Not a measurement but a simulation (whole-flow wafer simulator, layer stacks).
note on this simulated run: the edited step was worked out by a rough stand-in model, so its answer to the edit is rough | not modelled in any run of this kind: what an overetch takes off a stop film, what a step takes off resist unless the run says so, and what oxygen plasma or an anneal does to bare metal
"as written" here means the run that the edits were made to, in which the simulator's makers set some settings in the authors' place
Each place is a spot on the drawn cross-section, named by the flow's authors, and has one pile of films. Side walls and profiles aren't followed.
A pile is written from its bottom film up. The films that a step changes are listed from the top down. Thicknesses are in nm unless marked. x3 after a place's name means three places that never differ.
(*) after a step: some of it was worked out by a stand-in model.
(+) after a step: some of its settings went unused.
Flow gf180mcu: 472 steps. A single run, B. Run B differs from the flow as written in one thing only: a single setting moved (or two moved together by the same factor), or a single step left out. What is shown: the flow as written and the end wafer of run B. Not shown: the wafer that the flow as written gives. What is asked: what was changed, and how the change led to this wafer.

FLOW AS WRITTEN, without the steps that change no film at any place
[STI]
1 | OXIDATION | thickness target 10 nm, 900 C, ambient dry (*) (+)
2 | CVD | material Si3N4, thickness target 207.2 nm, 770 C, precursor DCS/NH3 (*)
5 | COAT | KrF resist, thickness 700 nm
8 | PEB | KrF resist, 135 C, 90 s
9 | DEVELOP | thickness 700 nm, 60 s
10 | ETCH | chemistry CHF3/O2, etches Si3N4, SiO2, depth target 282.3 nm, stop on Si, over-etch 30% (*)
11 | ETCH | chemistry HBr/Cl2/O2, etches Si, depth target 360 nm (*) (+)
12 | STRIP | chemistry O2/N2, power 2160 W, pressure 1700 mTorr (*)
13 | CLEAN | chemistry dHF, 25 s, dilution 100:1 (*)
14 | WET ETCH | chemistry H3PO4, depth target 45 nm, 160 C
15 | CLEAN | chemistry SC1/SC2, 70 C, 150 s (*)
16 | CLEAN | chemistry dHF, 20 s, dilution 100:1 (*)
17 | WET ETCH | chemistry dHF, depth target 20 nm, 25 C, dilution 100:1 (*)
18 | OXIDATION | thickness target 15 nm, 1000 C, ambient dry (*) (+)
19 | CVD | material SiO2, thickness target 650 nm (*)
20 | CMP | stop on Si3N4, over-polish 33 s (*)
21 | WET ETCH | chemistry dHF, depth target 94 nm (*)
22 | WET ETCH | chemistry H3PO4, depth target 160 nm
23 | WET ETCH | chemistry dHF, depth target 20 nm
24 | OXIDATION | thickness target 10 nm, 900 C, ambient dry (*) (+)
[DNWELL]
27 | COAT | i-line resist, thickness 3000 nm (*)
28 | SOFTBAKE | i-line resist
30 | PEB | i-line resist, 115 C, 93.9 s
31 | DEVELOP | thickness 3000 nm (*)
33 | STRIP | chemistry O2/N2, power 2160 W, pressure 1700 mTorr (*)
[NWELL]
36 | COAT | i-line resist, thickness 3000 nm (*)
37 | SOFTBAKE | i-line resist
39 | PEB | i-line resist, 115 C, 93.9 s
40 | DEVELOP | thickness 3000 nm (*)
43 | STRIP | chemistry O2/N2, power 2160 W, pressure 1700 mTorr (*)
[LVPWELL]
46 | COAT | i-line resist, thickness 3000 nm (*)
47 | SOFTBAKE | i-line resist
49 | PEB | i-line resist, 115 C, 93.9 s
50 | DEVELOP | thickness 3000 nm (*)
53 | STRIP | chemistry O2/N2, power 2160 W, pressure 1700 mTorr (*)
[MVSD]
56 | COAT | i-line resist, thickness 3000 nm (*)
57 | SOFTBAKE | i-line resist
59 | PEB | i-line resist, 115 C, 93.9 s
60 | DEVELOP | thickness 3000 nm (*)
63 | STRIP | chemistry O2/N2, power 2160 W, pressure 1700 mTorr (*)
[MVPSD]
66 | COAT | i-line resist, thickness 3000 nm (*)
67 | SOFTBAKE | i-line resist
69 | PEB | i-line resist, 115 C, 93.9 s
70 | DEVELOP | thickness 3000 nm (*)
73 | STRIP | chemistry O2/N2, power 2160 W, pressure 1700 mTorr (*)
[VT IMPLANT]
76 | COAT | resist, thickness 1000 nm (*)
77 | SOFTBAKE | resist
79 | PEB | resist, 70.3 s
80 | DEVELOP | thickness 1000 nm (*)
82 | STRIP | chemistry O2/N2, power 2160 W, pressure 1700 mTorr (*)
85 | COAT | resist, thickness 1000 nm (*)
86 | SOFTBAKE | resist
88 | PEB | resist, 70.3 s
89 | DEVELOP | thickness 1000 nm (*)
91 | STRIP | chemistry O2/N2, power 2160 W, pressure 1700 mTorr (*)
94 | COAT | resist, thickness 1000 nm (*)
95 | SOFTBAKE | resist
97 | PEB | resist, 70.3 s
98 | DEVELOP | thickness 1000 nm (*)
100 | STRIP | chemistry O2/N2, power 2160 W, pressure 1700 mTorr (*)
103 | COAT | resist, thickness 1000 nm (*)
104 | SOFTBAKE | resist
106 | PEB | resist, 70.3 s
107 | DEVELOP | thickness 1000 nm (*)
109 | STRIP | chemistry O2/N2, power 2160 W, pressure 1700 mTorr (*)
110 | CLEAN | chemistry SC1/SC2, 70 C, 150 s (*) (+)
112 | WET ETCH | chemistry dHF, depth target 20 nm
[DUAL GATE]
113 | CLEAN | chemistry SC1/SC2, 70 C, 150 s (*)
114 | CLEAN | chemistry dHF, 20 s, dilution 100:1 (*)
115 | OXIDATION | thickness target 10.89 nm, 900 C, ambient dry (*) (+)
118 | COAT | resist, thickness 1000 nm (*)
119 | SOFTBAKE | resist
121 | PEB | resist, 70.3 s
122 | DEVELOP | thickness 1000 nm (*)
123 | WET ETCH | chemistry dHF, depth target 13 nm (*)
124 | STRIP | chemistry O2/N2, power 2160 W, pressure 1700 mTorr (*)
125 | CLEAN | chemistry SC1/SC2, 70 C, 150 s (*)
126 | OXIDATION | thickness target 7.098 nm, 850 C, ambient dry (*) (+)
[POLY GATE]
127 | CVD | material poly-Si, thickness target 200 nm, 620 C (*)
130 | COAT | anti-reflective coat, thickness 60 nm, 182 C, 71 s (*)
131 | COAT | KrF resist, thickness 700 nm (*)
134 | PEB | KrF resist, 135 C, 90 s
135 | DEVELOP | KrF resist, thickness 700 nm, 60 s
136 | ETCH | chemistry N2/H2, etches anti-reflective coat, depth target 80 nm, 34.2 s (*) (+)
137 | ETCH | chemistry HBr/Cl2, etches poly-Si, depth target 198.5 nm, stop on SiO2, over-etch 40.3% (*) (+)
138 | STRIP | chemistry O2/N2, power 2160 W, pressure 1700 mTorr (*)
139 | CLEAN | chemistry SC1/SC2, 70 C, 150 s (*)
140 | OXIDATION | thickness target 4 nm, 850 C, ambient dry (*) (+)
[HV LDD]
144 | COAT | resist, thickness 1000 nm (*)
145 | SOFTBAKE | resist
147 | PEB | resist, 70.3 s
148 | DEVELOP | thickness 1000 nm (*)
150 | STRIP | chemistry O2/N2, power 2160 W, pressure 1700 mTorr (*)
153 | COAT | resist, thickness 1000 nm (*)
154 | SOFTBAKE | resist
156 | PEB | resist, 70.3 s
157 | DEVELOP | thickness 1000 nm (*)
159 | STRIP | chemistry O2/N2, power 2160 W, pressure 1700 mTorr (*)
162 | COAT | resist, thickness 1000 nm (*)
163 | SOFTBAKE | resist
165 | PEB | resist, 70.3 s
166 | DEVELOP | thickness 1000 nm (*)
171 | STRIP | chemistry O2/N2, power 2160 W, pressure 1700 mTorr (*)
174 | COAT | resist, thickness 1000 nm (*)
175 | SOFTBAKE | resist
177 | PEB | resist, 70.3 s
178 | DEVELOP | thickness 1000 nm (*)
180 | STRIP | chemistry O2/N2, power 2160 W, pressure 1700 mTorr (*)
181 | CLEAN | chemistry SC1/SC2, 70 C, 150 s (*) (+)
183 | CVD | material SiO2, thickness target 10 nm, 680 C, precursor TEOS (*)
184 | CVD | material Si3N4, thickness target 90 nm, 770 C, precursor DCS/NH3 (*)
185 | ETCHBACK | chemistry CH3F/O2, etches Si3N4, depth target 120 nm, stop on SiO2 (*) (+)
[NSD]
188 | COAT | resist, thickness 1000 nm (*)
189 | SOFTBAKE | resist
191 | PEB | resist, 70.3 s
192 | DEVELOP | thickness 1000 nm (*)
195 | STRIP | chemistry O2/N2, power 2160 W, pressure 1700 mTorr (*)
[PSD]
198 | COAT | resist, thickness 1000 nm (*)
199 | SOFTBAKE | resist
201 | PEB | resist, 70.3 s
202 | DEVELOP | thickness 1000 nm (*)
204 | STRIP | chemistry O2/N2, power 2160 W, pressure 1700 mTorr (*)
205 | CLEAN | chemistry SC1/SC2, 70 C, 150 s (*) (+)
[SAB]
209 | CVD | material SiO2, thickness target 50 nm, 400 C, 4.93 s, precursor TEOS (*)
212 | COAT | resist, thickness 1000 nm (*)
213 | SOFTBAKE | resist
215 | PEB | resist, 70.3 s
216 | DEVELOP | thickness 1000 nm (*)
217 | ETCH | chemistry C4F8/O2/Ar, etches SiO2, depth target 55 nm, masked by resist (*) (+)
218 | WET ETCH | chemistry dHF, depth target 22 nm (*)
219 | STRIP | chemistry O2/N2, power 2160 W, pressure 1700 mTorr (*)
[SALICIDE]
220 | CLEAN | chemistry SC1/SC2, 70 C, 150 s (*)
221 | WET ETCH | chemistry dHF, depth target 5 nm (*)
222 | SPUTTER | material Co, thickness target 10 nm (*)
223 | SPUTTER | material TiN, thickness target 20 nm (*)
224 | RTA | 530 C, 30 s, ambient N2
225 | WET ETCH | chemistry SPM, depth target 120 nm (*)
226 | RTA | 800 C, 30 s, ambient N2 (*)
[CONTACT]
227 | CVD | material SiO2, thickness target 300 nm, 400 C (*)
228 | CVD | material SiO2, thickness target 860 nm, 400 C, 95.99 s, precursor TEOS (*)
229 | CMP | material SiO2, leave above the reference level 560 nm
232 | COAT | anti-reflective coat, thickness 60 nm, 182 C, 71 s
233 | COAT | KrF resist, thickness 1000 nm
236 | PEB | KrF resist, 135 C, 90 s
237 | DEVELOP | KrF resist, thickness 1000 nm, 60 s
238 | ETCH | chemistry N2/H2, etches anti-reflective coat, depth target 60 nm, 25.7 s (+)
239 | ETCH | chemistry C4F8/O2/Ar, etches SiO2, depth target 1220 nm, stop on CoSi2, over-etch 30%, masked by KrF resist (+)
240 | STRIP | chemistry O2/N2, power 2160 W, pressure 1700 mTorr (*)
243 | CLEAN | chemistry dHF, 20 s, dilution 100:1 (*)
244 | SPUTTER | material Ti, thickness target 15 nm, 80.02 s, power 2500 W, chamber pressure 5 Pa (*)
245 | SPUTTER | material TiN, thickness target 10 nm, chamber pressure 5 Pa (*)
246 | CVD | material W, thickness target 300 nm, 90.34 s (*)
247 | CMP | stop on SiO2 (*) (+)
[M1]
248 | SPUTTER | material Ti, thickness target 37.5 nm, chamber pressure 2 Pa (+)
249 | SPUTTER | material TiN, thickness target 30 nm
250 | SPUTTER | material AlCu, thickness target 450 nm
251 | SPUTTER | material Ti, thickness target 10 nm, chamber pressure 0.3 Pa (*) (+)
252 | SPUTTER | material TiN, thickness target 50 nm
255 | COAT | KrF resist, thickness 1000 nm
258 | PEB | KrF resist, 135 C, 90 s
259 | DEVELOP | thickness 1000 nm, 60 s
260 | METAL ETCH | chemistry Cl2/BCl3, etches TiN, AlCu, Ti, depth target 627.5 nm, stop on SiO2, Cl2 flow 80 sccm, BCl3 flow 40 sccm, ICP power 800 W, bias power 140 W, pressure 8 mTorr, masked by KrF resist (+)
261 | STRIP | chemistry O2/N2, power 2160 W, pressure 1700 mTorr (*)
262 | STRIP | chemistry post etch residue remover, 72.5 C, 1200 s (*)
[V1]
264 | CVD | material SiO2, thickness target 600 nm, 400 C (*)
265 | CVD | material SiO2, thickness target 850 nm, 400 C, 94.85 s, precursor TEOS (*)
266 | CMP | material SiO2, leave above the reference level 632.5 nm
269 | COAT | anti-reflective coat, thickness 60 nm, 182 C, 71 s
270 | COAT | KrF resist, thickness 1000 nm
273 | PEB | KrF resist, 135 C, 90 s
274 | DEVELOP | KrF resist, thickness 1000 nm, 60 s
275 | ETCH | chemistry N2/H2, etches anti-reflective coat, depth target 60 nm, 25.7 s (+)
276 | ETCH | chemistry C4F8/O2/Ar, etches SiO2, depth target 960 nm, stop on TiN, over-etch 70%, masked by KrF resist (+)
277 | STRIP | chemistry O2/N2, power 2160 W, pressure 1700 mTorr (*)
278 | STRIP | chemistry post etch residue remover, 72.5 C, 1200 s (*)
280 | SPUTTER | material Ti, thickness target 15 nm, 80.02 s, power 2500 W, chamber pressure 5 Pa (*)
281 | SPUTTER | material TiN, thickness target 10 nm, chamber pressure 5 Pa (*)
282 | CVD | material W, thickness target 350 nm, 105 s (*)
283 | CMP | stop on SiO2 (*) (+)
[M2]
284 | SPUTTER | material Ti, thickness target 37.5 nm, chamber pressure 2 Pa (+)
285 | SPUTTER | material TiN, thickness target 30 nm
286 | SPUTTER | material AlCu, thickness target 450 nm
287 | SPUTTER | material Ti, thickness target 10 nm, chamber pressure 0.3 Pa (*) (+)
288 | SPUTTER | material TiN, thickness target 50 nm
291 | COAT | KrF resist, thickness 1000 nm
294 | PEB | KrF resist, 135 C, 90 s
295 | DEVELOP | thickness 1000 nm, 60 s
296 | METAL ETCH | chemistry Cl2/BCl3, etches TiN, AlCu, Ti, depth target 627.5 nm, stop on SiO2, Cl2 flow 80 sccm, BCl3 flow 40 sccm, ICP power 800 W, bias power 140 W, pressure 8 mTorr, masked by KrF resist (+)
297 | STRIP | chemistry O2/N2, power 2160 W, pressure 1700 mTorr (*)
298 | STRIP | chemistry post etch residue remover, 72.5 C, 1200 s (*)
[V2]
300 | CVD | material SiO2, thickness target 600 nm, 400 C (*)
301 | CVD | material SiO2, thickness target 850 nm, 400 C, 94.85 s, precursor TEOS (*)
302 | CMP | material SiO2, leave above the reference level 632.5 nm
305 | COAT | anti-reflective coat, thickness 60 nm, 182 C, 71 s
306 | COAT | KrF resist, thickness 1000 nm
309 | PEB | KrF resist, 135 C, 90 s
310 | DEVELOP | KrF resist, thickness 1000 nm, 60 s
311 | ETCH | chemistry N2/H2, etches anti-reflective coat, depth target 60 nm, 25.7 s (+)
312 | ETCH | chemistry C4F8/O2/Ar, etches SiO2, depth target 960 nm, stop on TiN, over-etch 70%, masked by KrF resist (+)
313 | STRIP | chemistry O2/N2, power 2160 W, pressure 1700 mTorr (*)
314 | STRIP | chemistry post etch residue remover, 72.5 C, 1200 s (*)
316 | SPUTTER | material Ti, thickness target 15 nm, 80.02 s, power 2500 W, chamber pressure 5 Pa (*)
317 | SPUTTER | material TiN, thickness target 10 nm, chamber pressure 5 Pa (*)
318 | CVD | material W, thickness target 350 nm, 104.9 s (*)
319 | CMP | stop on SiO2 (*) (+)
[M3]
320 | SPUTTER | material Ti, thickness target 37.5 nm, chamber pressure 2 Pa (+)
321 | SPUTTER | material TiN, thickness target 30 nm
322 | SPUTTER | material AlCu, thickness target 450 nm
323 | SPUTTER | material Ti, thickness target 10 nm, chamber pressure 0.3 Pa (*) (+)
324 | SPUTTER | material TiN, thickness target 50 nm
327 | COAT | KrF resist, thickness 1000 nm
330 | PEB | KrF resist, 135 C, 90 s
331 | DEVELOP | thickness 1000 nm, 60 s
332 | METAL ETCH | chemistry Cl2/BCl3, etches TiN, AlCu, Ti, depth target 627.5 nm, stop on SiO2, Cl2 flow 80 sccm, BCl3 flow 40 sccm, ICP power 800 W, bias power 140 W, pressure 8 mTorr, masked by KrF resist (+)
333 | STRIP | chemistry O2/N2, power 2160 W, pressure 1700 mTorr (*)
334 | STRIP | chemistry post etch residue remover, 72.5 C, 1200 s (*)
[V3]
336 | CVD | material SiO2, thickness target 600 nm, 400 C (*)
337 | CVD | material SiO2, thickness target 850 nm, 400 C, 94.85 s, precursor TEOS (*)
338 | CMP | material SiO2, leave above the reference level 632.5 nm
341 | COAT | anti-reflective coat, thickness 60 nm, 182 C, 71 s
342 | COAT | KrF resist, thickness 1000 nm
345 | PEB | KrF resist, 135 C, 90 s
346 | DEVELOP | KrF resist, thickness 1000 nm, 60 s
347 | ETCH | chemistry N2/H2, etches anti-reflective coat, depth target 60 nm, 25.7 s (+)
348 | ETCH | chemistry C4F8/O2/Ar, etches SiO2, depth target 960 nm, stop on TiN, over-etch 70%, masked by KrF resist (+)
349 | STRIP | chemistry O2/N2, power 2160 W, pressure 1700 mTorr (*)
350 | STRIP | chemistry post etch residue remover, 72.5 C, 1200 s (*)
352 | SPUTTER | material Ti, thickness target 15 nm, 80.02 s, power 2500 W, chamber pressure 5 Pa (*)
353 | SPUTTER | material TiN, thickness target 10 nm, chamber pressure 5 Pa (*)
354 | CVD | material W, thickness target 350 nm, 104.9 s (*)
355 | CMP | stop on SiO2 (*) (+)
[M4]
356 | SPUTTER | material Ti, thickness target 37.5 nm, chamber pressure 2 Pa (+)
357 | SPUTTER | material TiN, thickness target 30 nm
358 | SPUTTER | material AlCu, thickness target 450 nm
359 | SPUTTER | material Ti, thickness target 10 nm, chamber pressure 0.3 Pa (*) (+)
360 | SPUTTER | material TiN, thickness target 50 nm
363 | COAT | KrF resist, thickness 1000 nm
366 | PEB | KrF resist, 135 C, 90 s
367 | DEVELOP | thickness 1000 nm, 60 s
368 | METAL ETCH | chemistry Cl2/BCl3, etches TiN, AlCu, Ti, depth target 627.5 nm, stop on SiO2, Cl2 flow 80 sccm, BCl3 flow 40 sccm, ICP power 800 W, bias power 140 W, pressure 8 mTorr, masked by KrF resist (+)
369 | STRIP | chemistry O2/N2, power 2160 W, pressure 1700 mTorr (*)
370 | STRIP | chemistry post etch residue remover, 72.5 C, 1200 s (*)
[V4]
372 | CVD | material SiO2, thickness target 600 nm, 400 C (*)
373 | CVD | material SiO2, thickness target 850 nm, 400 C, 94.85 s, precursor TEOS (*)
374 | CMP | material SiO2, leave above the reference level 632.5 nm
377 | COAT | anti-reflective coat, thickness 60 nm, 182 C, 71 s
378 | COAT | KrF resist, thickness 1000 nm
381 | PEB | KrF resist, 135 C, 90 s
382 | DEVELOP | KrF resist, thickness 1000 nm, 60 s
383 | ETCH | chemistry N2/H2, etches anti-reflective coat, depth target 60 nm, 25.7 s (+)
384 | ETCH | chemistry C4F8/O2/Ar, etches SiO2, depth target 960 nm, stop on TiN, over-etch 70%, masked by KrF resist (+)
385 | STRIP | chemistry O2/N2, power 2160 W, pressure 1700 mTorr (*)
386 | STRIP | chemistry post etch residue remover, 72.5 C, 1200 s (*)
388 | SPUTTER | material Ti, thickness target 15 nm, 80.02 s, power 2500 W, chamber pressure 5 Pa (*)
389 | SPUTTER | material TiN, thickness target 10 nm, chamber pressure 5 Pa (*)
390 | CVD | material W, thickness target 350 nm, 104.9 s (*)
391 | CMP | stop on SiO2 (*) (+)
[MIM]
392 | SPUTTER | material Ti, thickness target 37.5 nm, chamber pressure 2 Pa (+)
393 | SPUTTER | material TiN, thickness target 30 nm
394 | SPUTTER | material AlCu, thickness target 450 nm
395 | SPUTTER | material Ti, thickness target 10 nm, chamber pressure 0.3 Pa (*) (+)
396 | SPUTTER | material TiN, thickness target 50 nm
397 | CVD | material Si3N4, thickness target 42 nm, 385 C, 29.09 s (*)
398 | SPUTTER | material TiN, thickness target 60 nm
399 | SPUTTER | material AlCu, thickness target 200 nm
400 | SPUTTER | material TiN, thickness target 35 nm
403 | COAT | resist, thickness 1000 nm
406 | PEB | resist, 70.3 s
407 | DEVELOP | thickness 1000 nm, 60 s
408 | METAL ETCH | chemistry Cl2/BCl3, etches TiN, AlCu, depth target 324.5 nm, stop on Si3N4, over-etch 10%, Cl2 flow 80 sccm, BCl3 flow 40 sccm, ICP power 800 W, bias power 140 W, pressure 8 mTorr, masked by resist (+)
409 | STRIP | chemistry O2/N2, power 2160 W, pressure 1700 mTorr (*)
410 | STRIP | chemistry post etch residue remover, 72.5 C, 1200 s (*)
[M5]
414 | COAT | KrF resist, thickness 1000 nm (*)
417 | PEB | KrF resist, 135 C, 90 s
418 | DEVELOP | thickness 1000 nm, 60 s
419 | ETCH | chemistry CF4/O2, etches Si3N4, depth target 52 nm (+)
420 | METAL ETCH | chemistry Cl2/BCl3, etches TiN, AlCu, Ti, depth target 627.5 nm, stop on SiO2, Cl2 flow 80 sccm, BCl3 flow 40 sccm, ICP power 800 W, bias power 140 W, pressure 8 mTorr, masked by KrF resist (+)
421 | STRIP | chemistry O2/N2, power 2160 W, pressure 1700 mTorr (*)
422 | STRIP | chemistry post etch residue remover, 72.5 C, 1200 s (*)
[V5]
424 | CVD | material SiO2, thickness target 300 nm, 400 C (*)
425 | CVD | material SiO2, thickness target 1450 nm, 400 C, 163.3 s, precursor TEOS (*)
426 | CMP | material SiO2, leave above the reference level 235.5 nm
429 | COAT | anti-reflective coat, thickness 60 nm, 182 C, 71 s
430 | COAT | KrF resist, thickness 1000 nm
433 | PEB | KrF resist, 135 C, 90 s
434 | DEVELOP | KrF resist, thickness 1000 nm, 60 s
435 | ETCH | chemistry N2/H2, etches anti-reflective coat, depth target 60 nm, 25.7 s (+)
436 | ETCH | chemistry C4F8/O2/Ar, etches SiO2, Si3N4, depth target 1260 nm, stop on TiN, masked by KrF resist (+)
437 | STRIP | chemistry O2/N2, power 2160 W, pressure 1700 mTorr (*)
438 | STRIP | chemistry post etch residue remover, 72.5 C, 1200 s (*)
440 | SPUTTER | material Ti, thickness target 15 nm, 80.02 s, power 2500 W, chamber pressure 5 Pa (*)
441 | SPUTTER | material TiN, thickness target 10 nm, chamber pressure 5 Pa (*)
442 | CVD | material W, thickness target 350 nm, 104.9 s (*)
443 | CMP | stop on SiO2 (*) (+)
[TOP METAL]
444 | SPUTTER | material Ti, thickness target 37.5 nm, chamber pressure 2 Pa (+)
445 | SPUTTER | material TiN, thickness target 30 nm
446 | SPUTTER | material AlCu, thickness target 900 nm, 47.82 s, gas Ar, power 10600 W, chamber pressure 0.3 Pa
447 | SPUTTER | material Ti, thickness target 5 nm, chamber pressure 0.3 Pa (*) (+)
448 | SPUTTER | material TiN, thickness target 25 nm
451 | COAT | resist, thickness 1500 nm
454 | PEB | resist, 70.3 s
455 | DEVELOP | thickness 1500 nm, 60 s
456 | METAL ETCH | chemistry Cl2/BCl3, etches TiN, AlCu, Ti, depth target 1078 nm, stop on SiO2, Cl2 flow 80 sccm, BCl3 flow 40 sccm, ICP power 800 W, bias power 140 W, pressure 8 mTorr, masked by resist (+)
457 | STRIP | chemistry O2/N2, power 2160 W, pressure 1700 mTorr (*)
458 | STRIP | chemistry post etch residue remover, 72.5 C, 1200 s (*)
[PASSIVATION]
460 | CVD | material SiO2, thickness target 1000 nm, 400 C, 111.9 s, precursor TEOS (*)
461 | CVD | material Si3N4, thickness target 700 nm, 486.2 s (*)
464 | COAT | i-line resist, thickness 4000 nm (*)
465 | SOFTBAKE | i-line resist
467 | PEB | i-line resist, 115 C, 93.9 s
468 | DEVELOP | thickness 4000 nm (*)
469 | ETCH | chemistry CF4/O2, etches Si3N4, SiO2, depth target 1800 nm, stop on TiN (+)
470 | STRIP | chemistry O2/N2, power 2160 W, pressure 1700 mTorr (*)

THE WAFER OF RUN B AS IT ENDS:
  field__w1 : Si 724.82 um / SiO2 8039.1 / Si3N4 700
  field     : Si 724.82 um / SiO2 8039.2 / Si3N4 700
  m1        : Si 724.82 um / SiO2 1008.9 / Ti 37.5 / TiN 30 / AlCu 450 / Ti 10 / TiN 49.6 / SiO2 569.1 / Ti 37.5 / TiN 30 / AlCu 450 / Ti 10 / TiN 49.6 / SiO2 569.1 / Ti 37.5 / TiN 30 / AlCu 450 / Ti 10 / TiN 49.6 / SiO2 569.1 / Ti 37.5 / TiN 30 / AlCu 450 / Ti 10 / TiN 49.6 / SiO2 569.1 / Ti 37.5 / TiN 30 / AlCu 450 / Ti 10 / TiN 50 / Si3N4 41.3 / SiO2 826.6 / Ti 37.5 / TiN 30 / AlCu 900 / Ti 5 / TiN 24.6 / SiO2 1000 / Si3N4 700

The reason: step 11, ETCH: depth target 171 nm was run, while the flow as written has depth target 360 nm.

The path from the change to this, step by step:
  11 | ETCH | chemistry HBr/Cl2/O2, etches Si, depth target 360 nm (*) (+)
      active, n_well, p_well and 40 more: KrF resist loses 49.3 (it would be, as written: KrF resist loses 112.3)
      field, field_sub, sti and 34 more: Si loses 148 (it would be, as written: Si loses 337)
  12 | STRIP | chemistry O2/N2, power 2160 W, pressure 1700 mTorr (*)
      active, n_well, p_well and 40 more: KrF resist loses 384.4 (all of it) (it would be, as written: KrF resist loses 321.4 (all of it))
  19 | CVD | material SiO2, thickness target 650 nm (*)
      ld_fp_n, ld_drift_n, ld_fp_p and 7 more: SiO2 gains 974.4 (it would be, as written: SiO2 gains 1163.4)
      m1: SiO2 gains 650 (it would be, as written: SiO2 gains 1163.4)
  20 | CMP | stop on Si3N4, over-polish 33 s (*)
      sti, mim_1p0, pad and 11 more: SiO2 loses 327.5 (it would be, as written: SiO2 loses 138.5)
      nw_enc_fld, nw_enc_fld_lv: SiO2 loses 331.5 (it would be, as written: SiO2 loses 142.5)
      (as well as at 11 more places)
  24 | OXIDATION | thickness target 10 nm, 900 C, ambient dry (*) (+)
      sti, mim_1p0, pad and 19 more: SiO2 gains 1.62, Si loses 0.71 (it would be, as written: SiO2 gains 1.02, Si loses 0.45)
      field, mim, nw_sep_fld: SiO2 gains 1.67, Si loses 0.73 (it would be, as written: SiO2 gains 1.04, Si loses 0.46)
      (as well as at 12 more places)
  115 | OXIDATION | thickness target 10.89 nm, 900 C, ambient dry (*) (+)
      sti, mim_1p0, pad and 19 more: SiO2 gains 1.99, Si loses 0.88 (it would be, as written: SiO2 gains 1.22, Si loses 0.54)
      field, field__w1, field__w2 and 6 more: SiO2 gains 2.06, Si loses 0.91 (it would be, as written: SiO2 gains 1.25, Si loses 0.55)
      (as well as at 18 more places)
  189 | SOFTBAKE | resist
      field__w9: resist loses 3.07 (it would be, as written: resist gains 6.92)
      active_hv: resist loses 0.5 (it would be, as written: resist gains 2.68)
      (as well as at 1 more place)
  199 | SOFTBAKE | resist
      field__w9: resist loses 3.07 (it would be, as written: resist gains 6.92)
      active_hv: resist loses 0.5 (it would be, as written: resist gains 2.68)
      (as well as at 1 more place)
